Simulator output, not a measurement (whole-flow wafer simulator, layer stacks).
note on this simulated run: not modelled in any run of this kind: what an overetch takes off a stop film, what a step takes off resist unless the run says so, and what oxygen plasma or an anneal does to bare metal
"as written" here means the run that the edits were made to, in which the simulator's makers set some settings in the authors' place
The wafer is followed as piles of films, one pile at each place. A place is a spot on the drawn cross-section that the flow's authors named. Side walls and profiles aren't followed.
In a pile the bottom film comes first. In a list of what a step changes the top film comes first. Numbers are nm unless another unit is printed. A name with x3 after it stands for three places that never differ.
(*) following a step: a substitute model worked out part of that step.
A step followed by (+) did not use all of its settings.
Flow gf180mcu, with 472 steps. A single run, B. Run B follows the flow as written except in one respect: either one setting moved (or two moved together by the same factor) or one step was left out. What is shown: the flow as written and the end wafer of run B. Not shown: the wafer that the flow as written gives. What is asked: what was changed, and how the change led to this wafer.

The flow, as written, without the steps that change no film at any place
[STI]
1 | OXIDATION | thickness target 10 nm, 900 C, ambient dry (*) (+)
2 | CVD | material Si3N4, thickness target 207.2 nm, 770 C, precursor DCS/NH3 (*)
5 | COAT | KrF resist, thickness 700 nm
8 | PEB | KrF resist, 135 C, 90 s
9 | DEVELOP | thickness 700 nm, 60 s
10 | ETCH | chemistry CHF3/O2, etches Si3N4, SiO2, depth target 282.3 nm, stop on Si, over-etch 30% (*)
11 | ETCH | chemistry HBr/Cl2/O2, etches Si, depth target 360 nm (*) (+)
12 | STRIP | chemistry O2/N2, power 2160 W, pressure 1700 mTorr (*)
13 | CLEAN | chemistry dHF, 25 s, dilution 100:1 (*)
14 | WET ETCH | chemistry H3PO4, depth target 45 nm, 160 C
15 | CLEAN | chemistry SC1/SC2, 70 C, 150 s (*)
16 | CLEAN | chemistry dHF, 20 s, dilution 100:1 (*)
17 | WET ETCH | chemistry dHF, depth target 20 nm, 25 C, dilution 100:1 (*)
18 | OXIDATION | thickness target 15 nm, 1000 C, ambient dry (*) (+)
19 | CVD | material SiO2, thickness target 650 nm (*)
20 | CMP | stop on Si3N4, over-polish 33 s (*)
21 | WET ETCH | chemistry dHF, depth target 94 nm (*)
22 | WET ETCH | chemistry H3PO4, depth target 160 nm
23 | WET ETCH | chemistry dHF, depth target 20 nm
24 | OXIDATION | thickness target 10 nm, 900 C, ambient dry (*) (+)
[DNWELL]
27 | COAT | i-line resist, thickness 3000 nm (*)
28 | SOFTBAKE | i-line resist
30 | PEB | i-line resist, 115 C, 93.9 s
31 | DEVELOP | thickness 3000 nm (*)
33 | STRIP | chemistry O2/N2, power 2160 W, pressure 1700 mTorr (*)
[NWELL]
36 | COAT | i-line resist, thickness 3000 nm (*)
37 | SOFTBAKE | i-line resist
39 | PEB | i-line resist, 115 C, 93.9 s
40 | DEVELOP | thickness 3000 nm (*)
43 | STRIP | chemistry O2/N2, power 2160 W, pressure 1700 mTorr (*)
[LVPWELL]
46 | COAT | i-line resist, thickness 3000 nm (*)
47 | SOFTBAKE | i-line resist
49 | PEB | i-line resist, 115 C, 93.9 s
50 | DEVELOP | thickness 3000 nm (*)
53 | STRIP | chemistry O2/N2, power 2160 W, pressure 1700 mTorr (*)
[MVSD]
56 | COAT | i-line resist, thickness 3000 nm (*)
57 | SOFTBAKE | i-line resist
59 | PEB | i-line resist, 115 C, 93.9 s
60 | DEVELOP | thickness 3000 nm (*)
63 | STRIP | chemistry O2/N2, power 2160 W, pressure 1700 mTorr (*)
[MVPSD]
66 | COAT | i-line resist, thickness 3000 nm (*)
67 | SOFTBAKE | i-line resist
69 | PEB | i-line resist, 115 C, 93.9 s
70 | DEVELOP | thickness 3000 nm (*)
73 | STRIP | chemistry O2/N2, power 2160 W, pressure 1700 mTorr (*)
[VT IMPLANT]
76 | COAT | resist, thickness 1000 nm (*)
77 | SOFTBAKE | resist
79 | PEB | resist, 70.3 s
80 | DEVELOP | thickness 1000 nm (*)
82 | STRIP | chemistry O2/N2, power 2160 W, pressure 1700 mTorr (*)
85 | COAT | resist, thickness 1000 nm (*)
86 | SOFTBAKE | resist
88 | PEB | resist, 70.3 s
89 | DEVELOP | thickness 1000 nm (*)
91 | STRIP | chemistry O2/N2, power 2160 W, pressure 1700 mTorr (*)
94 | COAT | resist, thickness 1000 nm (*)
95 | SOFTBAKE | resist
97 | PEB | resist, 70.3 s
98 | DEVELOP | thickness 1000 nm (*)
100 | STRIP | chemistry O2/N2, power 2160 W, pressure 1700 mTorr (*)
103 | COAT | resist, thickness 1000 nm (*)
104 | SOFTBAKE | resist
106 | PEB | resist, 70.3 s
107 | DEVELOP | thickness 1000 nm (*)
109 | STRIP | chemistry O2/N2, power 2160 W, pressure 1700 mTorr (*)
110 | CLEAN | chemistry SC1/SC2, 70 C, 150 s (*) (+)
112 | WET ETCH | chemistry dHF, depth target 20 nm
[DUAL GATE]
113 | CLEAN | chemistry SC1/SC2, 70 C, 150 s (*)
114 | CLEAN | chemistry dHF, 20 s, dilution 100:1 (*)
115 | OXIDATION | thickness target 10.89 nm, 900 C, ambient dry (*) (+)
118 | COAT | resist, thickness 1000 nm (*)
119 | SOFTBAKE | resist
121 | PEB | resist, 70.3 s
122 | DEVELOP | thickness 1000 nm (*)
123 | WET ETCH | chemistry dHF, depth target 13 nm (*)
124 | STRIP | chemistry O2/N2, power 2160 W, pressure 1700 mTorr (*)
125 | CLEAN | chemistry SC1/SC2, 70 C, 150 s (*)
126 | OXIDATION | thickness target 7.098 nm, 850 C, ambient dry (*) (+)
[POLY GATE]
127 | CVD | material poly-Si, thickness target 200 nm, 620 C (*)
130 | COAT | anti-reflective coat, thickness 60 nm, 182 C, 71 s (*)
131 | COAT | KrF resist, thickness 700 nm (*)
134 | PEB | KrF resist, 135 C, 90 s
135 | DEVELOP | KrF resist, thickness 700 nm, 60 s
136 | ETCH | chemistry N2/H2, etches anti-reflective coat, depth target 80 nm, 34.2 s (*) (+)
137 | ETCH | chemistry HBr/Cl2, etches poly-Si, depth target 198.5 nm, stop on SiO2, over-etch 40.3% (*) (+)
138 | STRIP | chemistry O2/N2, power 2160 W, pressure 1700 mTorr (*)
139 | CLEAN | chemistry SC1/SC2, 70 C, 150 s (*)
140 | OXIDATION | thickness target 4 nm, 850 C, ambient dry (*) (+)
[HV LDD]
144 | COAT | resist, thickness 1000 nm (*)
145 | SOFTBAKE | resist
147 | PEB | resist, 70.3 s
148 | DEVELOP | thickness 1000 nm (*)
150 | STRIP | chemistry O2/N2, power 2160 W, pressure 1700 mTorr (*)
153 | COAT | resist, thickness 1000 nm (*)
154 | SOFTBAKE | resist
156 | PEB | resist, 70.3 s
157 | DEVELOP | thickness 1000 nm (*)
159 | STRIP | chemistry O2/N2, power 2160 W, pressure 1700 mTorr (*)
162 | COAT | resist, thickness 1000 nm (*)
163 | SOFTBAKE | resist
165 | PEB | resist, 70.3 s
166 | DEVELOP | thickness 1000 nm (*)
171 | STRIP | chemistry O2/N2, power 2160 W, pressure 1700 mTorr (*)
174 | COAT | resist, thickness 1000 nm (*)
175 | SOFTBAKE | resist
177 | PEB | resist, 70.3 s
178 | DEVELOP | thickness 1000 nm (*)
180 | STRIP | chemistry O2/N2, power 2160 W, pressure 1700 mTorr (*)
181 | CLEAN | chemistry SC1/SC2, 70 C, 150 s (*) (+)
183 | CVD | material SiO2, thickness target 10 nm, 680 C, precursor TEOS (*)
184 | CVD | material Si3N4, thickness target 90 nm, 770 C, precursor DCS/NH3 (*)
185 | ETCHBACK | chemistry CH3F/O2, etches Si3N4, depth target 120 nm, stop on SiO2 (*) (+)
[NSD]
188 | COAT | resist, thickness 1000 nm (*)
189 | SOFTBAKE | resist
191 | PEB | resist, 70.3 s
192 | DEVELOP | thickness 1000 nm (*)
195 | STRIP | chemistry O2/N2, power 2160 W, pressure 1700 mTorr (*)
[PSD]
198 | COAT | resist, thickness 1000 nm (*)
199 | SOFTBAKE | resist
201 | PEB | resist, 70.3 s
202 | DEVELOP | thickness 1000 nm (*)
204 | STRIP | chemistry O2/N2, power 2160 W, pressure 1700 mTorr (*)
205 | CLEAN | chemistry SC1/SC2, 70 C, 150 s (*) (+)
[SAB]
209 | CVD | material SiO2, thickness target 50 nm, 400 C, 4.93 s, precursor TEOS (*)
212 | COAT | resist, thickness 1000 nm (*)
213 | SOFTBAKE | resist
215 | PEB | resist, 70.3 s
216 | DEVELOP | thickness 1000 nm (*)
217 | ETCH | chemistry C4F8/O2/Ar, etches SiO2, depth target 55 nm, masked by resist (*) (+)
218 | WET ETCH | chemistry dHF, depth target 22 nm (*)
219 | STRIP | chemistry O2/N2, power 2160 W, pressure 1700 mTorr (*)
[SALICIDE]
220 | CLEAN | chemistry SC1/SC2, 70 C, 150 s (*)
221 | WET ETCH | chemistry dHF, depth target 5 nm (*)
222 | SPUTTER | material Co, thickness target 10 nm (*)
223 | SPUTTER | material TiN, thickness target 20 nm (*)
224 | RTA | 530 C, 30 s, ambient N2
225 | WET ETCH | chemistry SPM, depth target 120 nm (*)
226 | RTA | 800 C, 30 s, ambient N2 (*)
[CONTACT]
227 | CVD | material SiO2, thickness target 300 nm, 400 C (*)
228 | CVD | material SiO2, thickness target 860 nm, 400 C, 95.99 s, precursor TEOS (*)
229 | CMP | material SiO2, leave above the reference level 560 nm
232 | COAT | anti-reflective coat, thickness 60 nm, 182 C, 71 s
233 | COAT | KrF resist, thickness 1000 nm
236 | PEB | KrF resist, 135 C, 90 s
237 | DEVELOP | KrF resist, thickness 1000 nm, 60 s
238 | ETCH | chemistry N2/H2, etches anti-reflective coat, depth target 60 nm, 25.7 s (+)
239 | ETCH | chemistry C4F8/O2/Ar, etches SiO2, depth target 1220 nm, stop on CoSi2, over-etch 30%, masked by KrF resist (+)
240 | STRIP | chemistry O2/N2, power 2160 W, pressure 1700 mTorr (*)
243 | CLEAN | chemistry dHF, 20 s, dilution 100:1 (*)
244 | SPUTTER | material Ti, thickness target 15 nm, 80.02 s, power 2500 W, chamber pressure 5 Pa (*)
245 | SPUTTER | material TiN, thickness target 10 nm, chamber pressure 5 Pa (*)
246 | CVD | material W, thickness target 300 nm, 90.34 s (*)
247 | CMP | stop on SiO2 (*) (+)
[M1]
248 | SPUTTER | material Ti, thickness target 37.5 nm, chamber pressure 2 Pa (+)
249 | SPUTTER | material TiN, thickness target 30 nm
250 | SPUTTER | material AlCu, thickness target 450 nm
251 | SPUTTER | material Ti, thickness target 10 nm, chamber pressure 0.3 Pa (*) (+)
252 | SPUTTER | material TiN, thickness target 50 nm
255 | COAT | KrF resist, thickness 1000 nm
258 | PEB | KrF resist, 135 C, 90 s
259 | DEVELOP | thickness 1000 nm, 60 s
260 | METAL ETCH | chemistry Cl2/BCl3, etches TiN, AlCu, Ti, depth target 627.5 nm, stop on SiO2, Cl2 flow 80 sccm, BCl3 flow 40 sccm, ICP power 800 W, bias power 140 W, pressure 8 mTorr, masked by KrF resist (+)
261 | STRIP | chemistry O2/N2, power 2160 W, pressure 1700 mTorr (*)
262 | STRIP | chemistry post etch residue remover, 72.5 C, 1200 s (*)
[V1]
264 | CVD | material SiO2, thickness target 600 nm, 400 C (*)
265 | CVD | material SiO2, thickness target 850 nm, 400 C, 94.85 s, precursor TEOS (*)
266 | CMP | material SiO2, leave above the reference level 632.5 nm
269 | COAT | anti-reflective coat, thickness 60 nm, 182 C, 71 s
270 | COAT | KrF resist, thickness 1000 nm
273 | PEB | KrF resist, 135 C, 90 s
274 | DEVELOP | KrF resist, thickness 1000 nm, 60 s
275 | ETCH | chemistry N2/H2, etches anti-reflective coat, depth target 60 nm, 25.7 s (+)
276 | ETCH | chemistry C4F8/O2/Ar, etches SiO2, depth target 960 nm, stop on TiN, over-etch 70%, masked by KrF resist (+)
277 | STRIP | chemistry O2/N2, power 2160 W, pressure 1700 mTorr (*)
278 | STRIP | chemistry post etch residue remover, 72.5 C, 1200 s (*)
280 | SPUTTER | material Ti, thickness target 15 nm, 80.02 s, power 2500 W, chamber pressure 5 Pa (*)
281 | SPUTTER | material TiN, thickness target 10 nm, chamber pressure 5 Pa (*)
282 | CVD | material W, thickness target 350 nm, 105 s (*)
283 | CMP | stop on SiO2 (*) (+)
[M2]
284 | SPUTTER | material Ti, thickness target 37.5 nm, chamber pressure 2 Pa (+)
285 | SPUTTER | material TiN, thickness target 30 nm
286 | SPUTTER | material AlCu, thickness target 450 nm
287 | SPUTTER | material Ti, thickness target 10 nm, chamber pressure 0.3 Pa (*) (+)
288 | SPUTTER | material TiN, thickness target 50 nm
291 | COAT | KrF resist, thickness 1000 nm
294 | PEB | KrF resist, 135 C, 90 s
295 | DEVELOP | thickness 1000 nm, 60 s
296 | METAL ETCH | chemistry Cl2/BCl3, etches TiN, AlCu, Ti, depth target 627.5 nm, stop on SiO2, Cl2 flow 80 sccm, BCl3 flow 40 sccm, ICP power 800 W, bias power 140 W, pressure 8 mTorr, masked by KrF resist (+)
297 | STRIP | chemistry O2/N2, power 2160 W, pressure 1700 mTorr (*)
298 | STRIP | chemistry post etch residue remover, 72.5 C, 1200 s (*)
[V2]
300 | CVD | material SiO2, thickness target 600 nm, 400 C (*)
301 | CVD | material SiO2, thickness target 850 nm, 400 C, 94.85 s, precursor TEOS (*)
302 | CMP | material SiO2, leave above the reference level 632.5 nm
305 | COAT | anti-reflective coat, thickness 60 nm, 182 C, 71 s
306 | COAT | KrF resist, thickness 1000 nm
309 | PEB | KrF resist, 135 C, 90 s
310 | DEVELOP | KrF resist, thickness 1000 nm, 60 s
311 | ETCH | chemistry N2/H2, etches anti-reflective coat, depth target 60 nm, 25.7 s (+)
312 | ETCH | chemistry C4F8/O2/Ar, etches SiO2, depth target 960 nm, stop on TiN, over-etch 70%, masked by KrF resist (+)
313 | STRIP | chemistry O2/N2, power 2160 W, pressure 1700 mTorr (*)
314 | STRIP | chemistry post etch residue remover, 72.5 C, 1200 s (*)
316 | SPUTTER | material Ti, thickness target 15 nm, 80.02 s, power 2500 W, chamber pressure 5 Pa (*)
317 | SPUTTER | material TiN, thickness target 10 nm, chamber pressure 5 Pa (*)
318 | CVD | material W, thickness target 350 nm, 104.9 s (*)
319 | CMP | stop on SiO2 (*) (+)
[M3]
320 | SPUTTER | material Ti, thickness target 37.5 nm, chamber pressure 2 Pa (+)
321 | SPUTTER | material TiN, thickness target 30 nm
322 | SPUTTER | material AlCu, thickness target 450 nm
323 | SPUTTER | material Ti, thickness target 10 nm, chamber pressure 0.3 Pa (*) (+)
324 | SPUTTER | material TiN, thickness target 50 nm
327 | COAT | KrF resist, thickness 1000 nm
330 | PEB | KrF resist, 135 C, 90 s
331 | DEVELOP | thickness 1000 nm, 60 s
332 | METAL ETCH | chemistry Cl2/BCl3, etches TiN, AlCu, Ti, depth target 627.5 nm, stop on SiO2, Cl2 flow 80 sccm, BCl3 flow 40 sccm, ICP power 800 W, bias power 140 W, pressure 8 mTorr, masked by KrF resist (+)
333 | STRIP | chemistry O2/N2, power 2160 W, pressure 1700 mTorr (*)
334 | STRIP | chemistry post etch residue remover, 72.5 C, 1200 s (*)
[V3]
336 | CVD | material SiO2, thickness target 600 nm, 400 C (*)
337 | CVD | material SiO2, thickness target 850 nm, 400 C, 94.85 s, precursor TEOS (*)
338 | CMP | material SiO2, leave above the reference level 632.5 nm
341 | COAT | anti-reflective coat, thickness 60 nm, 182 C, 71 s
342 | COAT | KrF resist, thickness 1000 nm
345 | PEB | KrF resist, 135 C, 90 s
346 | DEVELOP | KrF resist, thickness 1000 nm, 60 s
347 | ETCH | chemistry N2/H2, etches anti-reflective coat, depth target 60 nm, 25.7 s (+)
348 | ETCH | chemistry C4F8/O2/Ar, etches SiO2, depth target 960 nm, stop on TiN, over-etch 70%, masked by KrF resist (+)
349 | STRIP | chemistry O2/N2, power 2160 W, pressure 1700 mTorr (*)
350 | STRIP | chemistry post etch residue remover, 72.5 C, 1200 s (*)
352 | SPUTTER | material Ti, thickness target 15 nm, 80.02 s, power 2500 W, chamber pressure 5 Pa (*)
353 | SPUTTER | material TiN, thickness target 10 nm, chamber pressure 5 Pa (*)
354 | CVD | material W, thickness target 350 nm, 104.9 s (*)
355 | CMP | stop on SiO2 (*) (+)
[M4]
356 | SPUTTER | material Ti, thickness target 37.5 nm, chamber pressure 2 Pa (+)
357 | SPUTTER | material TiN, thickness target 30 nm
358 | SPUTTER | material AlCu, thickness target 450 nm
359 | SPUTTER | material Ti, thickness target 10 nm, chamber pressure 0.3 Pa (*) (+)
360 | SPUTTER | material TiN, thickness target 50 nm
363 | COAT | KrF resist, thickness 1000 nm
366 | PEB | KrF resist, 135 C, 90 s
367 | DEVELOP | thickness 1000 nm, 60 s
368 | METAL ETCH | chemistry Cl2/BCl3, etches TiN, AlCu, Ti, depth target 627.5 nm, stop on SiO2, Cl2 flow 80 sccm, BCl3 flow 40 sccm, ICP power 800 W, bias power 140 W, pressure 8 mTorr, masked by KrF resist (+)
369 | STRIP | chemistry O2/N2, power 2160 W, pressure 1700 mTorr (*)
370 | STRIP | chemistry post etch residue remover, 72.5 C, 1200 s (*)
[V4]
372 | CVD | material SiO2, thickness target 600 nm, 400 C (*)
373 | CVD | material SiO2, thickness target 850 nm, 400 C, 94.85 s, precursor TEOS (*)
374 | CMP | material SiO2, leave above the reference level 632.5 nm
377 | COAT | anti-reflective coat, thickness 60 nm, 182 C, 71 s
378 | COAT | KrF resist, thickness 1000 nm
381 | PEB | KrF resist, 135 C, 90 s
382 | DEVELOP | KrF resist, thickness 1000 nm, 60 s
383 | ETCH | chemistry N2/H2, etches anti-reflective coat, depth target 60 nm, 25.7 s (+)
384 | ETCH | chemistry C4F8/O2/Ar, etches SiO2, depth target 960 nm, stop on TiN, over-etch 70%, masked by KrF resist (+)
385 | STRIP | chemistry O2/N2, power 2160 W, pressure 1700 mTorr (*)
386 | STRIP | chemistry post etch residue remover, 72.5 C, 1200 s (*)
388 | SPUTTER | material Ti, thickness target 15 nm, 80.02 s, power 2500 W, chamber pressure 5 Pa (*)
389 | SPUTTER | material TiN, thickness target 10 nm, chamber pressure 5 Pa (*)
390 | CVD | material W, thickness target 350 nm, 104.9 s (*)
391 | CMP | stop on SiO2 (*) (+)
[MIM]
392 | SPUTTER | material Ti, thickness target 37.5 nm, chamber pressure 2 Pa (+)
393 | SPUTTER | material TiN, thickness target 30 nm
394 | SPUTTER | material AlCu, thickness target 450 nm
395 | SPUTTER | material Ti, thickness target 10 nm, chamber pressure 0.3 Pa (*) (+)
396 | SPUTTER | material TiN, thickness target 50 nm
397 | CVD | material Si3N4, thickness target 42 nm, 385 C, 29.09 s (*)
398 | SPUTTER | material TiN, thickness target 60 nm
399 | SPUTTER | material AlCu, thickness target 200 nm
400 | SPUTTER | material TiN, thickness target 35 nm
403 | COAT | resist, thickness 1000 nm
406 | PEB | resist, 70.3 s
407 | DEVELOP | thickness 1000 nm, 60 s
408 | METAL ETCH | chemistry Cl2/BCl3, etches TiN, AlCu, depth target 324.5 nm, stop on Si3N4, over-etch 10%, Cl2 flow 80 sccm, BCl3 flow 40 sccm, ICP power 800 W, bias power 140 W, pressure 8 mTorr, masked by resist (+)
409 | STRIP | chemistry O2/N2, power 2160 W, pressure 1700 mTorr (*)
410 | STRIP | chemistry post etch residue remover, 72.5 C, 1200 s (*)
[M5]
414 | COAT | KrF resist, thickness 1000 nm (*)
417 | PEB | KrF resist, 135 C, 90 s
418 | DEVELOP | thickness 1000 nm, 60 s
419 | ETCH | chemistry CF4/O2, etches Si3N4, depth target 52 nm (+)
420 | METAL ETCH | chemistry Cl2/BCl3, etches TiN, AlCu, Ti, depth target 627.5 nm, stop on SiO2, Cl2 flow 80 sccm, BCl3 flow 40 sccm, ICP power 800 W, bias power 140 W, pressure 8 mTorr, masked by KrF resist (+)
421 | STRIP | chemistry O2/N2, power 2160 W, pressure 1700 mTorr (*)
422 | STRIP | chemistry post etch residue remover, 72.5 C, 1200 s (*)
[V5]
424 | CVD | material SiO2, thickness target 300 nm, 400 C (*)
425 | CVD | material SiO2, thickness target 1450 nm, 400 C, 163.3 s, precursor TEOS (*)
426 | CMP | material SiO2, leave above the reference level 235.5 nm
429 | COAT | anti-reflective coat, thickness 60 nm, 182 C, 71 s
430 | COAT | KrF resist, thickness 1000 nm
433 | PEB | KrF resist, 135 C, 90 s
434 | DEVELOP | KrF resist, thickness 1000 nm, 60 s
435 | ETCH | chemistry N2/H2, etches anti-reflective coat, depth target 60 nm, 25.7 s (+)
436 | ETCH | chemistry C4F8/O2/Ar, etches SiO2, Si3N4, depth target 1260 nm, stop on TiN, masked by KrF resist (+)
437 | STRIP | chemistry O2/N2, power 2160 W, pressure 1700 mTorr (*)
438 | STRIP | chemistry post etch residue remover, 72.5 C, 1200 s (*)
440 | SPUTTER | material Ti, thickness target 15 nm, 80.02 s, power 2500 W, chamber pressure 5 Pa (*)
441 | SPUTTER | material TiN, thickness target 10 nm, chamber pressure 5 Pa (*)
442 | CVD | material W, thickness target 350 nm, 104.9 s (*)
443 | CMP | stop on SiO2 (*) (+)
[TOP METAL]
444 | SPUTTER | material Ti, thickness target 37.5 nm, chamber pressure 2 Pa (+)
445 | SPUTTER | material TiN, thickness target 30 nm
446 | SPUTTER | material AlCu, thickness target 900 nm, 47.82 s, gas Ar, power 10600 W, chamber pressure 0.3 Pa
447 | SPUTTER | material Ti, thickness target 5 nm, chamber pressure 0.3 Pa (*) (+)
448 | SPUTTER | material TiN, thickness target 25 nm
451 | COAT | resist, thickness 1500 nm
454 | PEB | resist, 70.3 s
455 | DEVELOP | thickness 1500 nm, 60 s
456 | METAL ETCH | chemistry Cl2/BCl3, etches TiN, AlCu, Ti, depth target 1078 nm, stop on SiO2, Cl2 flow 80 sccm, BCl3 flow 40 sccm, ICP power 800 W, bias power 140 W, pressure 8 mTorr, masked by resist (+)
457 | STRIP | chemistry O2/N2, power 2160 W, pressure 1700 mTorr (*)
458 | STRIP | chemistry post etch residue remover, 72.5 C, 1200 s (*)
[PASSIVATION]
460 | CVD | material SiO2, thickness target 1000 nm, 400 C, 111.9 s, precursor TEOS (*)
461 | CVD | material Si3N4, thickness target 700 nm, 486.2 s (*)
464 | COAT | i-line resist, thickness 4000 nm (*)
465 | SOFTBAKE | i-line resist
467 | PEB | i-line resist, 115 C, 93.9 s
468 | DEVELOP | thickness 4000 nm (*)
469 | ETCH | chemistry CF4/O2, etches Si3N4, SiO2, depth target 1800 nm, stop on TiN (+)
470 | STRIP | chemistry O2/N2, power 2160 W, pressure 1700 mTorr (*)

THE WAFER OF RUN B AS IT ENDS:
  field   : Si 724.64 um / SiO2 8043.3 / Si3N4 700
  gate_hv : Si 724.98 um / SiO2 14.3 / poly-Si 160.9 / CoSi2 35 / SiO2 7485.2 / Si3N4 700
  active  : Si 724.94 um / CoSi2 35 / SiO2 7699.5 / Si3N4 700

What caused this: step 286, SPUTTER: thickness target 266 nm was run, whereas the flow has thickness target 450 nm.

Step by step, how the change led to this:
  286 | SPUTTER | material AlCu, thickness target 450 nm
      field, field__w1, field__w2 and 108 more: +266 AlCu (new film) (it would be, as written: +450 AlCu (new film))
  296 | METAL ETCH | chemistry Cl2/BCl3, etches TiN, AlCu, Ti, depth target 627.5 nm, stop on SiO2, Cl2 flow 80 sccm, BCl3 flow 40 sccm, ICP power 800 W, bias power 140 W, pressure 8 mTorr, masked by KrF resist (+)
      field, field__w1, field__w2 and 103 more: -50 TiN (all of it), -10 Ti (all of it), -266 AlCu (all of it), -30 TiN (all of it), -37.5 Ti (all of it) (it would be, as written: -50 TiN (all of it), -10 Ti (all of it), -450 AlCu (all of it), -30 TiN (all of it), -37.5 Ti (all of it))
      field__w8, contact, m1, m1__w1, m1_nw: -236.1 KrF resist (it would be, as written: -251 KrF resist)
  297 | STRIP | chemistry O2/N2, power 2160 W, pressure 1700 mTorr (*)
      field__w8, contact, m1, m1__w1, m1_nw: -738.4 KrF resist (all of it) (it would be, as written: -723.5 KrF resist (all of it))
  302 | CMP | material SiO2, leave above the reference level 632.5 nm
      field, field__w1, field__w2 and 103 more: -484 SiO2 (it would be, as written: -300 SiO2)
